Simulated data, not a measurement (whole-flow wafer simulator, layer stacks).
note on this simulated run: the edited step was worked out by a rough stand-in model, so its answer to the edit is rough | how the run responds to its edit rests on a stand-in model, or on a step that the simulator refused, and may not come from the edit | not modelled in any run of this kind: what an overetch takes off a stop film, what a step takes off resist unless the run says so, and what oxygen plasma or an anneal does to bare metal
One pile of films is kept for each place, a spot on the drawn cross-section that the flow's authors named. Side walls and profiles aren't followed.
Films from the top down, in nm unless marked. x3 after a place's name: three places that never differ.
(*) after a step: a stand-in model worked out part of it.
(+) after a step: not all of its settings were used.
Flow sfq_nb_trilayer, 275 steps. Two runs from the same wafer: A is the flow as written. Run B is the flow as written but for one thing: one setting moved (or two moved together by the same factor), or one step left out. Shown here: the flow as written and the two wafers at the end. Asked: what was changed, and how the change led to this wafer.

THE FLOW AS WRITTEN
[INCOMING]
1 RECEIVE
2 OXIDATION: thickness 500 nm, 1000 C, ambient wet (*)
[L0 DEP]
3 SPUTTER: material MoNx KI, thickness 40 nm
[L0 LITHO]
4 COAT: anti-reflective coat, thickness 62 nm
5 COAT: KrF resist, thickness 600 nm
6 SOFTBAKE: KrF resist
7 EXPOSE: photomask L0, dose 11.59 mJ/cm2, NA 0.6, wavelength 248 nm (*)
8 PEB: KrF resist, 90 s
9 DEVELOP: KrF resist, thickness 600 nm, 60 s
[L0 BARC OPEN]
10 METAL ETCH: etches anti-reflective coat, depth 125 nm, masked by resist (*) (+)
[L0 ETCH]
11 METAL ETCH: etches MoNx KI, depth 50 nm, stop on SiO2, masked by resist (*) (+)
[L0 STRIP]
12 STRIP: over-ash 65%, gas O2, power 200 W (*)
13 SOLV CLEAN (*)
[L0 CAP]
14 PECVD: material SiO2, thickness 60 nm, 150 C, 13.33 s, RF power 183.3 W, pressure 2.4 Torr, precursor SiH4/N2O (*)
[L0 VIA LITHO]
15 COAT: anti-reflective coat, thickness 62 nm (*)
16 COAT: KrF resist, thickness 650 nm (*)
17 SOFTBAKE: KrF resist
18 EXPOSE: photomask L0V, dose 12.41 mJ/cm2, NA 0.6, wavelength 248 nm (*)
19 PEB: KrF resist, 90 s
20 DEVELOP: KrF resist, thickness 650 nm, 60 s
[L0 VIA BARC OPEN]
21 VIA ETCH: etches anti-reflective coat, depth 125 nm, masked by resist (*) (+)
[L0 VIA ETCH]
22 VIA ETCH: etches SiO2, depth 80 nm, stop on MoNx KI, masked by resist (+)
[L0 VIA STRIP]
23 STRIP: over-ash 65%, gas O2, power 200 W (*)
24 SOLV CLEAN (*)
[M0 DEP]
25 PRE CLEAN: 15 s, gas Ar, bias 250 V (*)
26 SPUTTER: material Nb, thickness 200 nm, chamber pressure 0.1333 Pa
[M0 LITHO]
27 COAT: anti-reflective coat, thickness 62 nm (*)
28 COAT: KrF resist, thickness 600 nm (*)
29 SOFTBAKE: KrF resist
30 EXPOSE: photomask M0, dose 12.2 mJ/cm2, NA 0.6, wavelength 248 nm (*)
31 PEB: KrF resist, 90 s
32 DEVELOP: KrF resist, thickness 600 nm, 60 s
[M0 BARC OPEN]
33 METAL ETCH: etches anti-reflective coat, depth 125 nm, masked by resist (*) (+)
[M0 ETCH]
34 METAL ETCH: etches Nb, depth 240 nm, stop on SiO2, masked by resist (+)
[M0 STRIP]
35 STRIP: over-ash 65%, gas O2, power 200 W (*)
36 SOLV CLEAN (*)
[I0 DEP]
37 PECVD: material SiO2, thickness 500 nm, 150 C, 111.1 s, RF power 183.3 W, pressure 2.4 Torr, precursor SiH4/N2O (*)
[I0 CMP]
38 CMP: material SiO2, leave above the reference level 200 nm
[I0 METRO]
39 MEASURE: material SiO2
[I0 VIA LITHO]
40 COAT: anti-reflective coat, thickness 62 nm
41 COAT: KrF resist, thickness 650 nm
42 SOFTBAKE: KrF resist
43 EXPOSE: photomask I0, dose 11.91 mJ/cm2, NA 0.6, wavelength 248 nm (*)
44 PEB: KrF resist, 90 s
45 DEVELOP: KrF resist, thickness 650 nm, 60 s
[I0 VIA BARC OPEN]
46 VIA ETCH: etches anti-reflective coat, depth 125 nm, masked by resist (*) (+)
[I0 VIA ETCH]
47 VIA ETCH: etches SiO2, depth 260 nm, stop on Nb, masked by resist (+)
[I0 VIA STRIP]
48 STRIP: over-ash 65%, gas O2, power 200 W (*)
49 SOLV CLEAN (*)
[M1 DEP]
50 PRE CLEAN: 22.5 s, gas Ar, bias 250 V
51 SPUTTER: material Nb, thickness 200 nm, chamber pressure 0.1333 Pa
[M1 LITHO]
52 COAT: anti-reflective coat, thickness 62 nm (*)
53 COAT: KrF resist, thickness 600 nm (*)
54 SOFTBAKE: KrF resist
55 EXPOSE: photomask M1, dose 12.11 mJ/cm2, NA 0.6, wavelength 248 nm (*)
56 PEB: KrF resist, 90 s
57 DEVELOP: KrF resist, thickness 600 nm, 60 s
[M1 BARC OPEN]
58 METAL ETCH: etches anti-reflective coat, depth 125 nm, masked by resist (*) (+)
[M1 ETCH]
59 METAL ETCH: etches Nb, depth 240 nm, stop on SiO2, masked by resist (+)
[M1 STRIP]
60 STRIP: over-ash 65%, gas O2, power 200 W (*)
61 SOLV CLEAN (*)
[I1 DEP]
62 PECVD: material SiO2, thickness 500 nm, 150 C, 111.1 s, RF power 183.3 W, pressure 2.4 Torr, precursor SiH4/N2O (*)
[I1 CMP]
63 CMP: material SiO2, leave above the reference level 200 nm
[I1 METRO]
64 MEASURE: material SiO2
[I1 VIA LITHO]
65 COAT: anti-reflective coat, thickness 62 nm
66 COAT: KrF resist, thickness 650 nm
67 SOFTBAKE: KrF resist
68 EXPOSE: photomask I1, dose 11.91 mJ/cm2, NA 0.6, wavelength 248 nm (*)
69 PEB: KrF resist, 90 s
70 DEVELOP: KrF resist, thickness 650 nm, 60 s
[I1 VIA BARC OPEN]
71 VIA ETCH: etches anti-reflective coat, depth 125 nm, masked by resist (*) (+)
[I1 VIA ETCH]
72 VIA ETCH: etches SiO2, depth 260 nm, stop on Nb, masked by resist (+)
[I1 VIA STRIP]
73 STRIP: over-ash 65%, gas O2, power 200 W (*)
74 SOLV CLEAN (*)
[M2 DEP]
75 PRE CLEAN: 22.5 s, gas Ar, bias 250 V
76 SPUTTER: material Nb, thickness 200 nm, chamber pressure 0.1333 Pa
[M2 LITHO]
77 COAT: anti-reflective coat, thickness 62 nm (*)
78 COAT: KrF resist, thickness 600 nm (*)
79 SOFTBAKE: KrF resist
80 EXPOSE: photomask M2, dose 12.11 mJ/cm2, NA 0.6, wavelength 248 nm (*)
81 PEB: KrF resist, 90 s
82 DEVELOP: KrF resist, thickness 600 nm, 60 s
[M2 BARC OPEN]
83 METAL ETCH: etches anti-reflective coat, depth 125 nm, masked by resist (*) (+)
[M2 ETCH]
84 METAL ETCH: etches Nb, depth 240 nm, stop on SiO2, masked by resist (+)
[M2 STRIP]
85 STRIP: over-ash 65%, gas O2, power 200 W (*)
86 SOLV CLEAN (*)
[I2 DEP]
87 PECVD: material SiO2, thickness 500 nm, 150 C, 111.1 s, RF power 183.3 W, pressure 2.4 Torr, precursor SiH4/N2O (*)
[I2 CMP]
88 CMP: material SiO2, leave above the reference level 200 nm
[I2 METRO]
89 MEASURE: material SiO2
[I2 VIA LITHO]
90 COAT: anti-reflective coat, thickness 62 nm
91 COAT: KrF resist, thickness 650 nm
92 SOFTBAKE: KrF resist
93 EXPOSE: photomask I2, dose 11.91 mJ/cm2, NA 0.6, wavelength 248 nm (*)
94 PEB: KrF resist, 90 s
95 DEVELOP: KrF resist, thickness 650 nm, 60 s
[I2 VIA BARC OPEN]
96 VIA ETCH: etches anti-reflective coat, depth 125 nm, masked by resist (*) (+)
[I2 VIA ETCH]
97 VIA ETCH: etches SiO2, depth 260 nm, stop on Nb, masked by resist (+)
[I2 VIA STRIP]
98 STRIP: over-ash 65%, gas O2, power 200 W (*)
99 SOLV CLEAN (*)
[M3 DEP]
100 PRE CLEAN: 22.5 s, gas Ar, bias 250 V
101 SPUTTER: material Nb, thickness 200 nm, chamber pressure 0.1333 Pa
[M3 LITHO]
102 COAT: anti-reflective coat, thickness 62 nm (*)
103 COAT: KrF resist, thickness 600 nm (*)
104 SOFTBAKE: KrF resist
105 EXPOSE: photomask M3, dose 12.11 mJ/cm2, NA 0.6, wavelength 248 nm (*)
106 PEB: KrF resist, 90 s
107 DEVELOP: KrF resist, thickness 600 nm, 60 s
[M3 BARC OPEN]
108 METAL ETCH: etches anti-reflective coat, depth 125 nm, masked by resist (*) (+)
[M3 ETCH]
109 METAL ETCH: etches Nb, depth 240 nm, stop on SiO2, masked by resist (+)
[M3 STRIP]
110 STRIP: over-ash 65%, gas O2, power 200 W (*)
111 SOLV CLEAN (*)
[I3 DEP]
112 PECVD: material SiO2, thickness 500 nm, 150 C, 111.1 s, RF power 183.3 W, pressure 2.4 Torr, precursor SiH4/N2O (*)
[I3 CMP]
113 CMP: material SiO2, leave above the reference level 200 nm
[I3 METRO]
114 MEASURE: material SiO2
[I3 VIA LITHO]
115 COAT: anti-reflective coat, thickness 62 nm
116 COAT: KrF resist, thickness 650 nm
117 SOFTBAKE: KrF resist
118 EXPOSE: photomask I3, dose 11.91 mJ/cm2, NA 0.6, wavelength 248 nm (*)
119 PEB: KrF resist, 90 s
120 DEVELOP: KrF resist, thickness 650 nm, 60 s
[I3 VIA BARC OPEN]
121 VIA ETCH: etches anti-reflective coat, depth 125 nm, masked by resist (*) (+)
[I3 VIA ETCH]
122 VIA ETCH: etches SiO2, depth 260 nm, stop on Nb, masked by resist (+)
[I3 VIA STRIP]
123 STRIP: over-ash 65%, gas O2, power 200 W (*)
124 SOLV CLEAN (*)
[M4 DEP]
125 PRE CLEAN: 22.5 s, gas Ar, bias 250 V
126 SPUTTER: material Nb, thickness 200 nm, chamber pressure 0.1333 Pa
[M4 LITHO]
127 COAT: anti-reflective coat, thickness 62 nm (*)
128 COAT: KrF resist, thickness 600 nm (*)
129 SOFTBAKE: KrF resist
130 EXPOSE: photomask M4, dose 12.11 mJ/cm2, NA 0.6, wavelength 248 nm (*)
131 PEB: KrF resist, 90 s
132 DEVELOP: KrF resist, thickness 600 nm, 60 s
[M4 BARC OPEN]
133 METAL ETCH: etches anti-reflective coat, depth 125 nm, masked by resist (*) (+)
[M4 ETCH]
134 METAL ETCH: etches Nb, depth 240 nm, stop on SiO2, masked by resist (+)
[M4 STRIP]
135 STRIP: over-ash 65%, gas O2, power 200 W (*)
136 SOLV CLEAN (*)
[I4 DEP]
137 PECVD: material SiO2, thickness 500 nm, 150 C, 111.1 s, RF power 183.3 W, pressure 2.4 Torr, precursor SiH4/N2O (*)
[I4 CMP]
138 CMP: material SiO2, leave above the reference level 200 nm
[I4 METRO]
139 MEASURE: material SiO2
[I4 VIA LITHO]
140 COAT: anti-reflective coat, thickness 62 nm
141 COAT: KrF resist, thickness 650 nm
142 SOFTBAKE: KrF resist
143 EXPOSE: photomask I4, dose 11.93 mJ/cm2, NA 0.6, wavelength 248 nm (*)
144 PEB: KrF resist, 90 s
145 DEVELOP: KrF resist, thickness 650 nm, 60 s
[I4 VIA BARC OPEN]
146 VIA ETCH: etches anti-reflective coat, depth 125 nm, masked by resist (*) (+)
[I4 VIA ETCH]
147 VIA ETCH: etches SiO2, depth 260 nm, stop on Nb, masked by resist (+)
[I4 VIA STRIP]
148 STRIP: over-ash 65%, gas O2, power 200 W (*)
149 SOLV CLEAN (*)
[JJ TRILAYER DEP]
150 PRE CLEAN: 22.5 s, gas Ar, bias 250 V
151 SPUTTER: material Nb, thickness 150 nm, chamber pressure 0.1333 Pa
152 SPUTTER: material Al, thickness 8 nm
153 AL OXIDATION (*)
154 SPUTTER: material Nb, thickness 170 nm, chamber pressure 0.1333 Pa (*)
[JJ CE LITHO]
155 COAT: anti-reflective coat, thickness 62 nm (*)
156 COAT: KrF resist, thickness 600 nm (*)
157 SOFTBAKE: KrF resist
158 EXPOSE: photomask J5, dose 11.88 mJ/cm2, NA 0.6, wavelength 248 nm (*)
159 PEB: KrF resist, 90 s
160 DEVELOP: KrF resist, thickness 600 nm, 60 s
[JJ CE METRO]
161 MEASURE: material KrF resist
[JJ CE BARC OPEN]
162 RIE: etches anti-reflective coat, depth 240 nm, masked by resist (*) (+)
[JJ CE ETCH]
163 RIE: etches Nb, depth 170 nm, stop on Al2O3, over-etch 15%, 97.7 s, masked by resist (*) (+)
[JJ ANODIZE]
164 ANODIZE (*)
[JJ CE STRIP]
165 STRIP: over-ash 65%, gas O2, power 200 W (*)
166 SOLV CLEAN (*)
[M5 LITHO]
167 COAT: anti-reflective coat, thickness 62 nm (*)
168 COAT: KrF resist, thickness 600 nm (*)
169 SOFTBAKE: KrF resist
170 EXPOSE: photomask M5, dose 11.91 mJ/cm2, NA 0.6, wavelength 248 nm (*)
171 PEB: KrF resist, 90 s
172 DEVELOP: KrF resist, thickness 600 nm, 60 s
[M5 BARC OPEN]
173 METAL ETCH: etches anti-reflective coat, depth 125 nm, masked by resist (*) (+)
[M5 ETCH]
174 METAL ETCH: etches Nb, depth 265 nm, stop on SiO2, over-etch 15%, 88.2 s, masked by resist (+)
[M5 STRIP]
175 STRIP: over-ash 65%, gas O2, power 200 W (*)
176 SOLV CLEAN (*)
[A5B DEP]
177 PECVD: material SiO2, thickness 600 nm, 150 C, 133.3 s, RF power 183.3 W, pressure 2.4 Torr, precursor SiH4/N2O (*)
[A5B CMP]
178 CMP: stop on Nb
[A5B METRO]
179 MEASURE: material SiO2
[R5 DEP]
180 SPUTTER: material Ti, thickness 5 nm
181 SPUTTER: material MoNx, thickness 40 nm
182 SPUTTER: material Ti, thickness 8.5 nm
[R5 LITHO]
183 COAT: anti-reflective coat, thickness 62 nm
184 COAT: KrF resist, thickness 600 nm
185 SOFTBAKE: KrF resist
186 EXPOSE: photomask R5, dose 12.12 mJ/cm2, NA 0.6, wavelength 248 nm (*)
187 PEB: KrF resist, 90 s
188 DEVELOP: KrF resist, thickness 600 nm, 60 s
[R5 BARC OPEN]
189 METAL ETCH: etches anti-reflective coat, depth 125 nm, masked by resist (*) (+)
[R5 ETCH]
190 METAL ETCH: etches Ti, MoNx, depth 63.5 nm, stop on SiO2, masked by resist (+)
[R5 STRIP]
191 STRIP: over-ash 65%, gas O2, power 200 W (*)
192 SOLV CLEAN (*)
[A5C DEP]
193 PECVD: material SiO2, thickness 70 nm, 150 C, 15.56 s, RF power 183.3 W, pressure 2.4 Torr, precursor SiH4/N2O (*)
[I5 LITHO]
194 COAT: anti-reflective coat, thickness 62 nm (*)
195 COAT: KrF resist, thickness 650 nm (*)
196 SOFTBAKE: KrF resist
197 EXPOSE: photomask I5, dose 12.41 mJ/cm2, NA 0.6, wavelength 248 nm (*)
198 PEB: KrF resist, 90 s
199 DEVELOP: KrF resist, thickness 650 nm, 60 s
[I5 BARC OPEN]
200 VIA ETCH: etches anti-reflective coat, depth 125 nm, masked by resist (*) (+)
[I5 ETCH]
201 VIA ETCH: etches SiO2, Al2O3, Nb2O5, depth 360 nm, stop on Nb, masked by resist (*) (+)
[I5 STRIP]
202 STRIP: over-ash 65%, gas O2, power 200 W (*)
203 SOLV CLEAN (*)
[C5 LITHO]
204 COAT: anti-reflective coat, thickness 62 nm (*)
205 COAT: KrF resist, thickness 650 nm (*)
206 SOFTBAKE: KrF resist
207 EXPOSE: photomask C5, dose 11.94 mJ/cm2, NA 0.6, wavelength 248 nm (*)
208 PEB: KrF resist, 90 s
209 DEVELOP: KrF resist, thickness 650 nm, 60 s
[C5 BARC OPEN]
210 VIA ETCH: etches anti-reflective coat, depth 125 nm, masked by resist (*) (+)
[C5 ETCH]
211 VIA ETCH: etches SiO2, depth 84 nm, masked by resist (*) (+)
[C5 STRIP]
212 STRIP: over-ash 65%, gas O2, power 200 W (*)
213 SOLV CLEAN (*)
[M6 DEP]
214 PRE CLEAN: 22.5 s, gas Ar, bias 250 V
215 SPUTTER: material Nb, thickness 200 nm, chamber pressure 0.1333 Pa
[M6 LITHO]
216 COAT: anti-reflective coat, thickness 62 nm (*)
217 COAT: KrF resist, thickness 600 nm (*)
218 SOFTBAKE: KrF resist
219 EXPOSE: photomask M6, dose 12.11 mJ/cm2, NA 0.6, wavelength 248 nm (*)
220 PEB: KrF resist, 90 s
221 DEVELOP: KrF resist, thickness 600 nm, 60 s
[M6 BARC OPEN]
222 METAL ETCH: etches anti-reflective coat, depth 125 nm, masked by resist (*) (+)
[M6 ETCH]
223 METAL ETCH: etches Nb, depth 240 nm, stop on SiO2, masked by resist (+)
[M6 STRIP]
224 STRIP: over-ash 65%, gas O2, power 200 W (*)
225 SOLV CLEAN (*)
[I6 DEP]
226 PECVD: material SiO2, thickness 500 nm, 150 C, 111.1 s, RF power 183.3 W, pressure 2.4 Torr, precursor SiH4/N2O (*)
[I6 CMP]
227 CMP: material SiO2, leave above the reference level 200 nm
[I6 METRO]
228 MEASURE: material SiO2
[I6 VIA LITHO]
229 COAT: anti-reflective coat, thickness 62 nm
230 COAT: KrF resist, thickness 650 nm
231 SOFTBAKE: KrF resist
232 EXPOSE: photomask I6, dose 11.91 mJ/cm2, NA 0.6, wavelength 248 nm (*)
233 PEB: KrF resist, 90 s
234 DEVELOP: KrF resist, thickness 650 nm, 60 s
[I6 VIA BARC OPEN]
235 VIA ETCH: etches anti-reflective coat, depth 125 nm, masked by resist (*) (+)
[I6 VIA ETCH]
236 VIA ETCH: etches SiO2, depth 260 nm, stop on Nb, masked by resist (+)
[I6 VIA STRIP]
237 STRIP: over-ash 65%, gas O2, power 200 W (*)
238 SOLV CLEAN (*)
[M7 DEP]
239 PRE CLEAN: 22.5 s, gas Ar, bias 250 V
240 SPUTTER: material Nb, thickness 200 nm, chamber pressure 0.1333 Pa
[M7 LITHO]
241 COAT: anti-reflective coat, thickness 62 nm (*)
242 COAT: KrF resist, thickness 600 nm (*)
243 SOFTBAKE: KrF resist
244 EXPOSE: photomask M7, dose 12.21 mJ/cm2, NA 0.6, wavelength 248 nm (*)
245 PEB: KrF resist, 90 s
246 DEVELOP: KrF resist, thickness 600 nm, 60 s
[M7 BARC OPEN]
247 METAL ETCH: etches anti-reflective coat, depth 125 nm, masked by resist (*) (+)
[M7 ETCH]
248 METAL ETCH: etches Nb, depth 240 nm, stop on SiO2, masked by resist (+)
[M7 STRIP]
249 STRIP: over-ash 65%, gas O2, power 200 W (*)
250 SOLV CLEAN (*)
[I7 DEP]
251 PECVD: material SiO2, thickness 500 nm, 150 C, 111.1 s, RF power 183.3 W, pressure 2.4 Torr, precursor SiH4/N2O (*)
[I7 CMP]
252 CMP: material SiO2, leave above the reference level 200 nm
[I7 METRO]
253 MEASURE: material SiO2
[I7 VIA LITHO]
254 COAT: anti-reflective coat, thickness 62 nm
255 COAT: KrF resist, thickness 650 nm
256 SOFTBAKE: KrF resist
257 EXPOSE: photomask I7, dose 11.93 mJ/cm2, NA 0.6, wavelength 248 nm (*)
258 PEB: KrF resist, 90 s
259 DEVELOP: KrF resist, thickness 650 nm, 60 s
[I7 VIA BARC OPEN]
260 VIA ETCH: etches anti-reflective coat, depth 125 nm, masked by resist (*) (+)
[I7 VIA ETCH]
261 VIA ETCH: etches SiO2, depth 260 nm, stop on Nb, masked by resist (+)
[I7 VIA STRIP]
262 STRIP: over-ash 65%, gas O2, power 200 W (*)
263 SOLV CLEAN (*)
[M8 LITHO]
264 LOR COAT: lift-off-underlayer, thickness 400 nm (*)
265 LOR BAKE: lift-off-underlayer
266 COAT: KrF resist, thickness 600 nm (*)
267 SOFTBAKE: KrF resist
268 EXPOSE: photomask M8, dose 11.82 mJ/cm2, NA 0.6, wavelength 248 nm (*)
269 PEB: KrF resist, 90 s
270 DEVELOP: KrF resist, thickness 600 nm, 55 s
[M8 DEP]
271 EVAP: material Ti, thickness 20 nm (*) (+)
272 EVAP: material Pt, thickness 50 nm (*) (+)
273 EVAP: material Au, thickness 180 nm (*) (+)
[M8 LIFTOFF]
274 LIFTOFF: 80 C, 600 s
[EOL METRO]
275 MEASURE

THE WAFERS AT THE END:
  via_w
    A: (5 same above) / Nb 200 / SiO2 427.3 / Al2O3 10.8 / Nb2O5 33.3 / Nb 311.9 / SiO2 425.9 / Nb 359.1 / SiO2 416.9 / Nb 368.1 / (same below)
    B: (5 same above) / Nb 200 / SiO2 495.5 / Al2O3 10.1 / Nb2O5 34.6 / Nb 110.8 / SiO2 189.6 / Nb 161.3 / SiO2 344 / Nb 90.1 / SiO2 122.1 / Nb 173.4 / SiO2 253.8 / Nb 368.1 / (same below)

The cause: step 62, PECVD: thickness 305 nm was run, where the flow has thickness 500 nm; step 62, PECVD: 67.78 s was run, where the flow has 111.1 s.

How the change led to this, step by step:
  62 PECVD: material SiO2, thickness 500 nm, 150 C, 111.1 s, RF power 183.3 W, pressure 2.4 Torr, precursor SiH4/N2O (*)
      field_l, be, be_sur and 72 more: A SiO2 +500 | B SiO2 +305
      v_sur, via_wl, via_wr and 20 more: A SiO2 +500 (new film) | B SiO2 +305 (new film)
      (and at 8 more places)
  63 CMP: material SiO2, leave above the reference level 200 nm
      field_l, be, be_sur and 72 more: A SiO2 -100 | B nothing
      lsp_m, ln_m6, lsp_r, l0_sur, l0v: A SiO2 -94.9 | B nothing
      (and at 26 more places)
  65 COAT: anti-reflective coat, thickness 62 nm
      jj_sur, p3_s1, m0r_line_l, m0r_line_r, m6r_line_l, m6r_line_r, m7r_line_l, m7r_line_r: A anti-reflective coat +62 (new film) | B anti-reflective coat +63.5 (new film)
      c5j, ce_r, moat, p3_l2, p3_l6, r5r_space_c: A anti-reflective coat +62 (new film) | B anti-reflective coat +63.3 (new film)
      (and at 67 more places)
  66 COAT: KrF resist, thickness 650 nm
      m0r_line_l, m0r_line_r, m6r_line_l, m6r_line_r, m7r_line_l, m7r_line_r: A KrF resist +650 (new film) | B KrF resist +668.9 (new film)
      m5r_linepad_l, m5r_linepad_r: A KrF resist +650 (new film) | B KrF resist +629 (new film)
      (and at 30 more places)
  70 DEVELOP: KrF resist, thickness 650 nm, 60 s
      via_v: A KrF resist -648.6 (all of it) | B KrF resist -614.3 (all of it)
  71 VIA ETCH: etches anti-reflective coat, depth 125 nm, masked by resist (*) (+)
      field_l, v_sur, via_wl and 102 more: A KrF resist -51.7 | B KrF resist -45.3
      via_v: A anti-reflective coat -62 (all of it), SiO2 -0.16 | B anti-reflective coat -54.4 (all of it), SiO2 -0.14
  73 STRIP: over-ash 65%, gas O2, power 200 W (*)
      m0r_line_l, m0r_line_r, m6r_line_l, m6r_line_r, m7r_line_l, m7r_line_r: A KrF resist -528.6 (all of it), anti-reflective coat -62 (all of it) | B KrF resist -553.8 (all of it), anti-reflective coat -63.5 (all of it)
      m0r_space_l, m0r_space_r, m6r_space_l, m6r_space_r, m7r_space_l, m7r_space_r: A KrF resist -528.6 (all of it), anti-reflective coat -62 (all of it) | B KrF resist -546.1 (all of it), anti-reflective coat -75.1 (all of it)
      (and at 80 more places)
  76 SPUTTER: material Nb, thickness 200 nm, chamber pressure 0.1333 Pa
      be, lsp_l: A Nb +200 (new film) | B Nb +191.4 (new film)
      via_w: A Nb +200 (new film) | B Nb +173.4 (new film)
  77 COAT: anti-reflective coat, thickness 62 nm (*)
      wl_a_m6, wl_a_sr, wl_b_sr: A anti-reflective coat +62 (new film) | B anti-reflective coat +59.9 (new film)
      m0r_line_l, m6r_line_l, m7r_line_l: A anti-reflective coat +62 (new film) | B anti-reflective coat +63.7 (new film)
      (and at 70 more places)
  78 COAT: KrF resist, thickness 600 nm (*)
      m0r_line_l, m6r_line_l, m7r_line_l: A KrF resist +600 (new film) | B KrF resist +616.6 (new film)
      m0r_line_r, m6r_line_r, m7r_line_r: A KrF resist +600 (new film) | B KrF resist +616.8 (new film)
      (and at 33 more places)
  82 DEVELOP: KrF resist, thickness 600 nm, 60 s
      m0r_line_l, m6r_line_l, m7r_line_l: A KrF resist -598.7 (all of it) | B KrF resist -615.3 (all of it)
      m0r_line_r, m6r_line_r, m7r_line_r: A KrF resist -598.7 (all of it) | B KrF resist -615.5 (all of it)
      (and at 20 more places)
  83 METAL ETCH: etches anti-reflective coat, depth 125 nm, masked by resist (*) (+)
      v_sur, via_wl, via_w and 19 more: A KrF resist -51.7 | B KrF resist -60.2
      m0r_line_l, m6r_line_l, m7r_line_l: A anti-reflective coat -62 (all of it) | B anti-reflective coat -63.7 (all of it)
      (and at 51 more places)
  84 METAL ETCH: etches Nb, depth 240 nm, stop on SiO2, masked by resist (+)
      be, lsp_l: A Nb -200 (all of it) | B Nb -191.4 (all of it)
  85 STRIP: over-ash 65%, gas O2, power 200 W (*)
      v_sur: A KrF resist -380 (all of it), anti-reflective coat -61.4 (all of it) | B KrF resist -325.1 (all of it), anti-reflective coat -45.9 (all of it)
      via_wl: A KrF resist -379.5 (all of it), anti-reflective coat -61.3 (all of it) | B KrF resist -330.7 (all of it), anti-reflective coat -41.4 (all of it)
      (and at 20 more places)
  87 PECVD: material SiO2, thickness 500 nm, 150 C, 111.1 s, RF power 183.3 W, pressure 2.4 Torr, precursor SiH4/N2O (*)
      via_w: A SiO2 +500 (new film) | B SiO2 +546.8 (new film)
  88 CMP: material SiO2, leave above the reference level 200 nm
      field_l, be, be_sur and 79 more: A SiO2 -100 | B SiO2 -5
      via_w: A SiO2 -300 | B SiO2 -157.1
  ... 33 more steps ...
  178 CMP: stop on Nb
      via_w: A SiO2 -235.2 | B SiO2 -226.5
Counting metal films that touch as one body, via_w has 7 bodies (between them, from the top down: SiO2 192.5; SiO2 495.5 / Al2O3 10.1 / Nb2O5 34.6; SiO2 189.6; SiO2 344; SiO2 122.1; SiO2 253.8); the flow as written gives 5 bodies (between them, from the top down: SiO2 192.5; SiO2 427.3 / Al2O3 10.8 / Nb2O5 33.3; SiO2 425.9; SiO2 416.9).
